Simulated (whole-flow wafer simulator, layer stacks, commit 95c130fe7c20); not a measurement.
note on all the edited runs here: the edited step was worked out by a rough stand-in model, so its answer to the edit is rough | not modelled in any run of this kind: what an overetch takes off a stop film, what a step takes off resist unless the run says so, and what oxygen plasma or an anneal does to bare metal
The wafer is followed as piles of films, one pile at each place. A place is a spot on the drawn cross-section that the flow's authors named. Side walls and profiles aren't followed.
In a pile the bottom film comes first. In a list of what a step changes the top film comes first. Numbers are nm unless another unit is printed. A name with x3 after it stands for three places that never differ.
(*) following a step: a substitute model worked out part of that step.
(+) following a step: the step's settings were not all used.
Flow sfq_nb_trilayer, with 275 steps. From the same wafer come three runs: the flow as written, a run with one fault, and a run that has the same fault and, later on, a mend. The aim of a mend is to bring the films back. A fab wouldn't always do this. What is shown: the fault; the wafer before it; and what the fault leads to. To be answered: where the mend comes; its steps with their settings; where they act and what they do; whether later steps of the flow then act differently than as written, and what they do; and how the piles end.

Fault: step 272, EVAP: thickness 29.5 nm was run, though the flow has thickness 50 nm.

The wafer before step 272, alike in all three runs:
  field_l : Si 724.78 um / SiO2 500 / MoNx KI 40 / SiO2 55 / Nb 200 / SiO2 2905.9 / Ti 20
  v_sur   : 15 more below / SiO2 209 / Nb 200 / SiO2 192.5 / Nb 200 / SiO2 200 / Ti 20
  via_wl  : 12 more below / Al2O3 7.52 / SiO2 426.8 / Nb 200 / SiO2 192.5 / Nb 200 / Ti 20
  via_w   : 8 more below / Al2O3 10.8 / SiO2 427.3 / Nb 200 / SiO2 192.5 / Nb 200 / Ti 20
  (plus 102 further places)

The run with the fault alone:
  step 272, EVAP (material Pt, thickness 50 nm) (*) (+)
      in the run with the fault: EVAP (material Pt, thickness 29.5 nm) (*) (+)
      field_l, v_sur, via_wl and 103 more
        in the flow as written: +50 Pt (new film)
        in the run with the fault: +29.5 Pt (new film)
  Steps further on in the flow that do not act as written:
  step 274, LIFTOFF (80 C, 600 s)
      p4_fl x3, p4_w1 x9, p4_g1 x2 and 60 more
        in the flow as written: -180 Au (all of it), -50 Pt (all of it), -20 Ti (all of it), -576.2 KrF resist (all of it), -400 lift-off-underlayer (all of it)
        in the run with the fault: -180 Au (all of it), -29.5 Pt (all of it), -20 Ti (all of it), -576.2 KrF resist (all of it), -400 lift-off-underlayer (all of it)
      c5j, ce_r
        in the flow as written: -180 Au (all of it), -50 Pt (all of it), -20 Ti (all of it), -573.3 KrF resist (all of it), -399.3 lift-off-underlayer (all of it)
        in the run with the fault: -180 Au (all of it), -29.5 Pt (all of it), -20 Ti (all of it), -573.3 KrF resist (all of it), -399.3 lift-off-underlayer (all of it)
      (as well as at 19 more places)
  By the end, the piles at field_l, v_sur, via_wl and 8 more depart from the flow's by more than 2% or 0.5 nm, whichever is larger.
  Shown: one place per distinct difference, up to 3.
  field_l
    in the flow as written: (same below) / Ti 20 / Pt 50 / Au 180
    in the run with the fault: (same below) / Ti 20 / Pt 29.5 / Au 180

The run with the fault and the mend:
  After step 272 comes the mend.
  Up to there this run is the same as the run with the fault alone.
  step 272a, EVAP (material Pt, thickness 20.5 nm) (*) (+) (the flow's step 272, run once more with other settings)
      field_l, v_sur, via_wl and 103 more
        +20.5 Pt
  None of the later steps of the flow acts differently than as written at any place that is followed.
  The piles end the same as the flow's at every place that both follow.
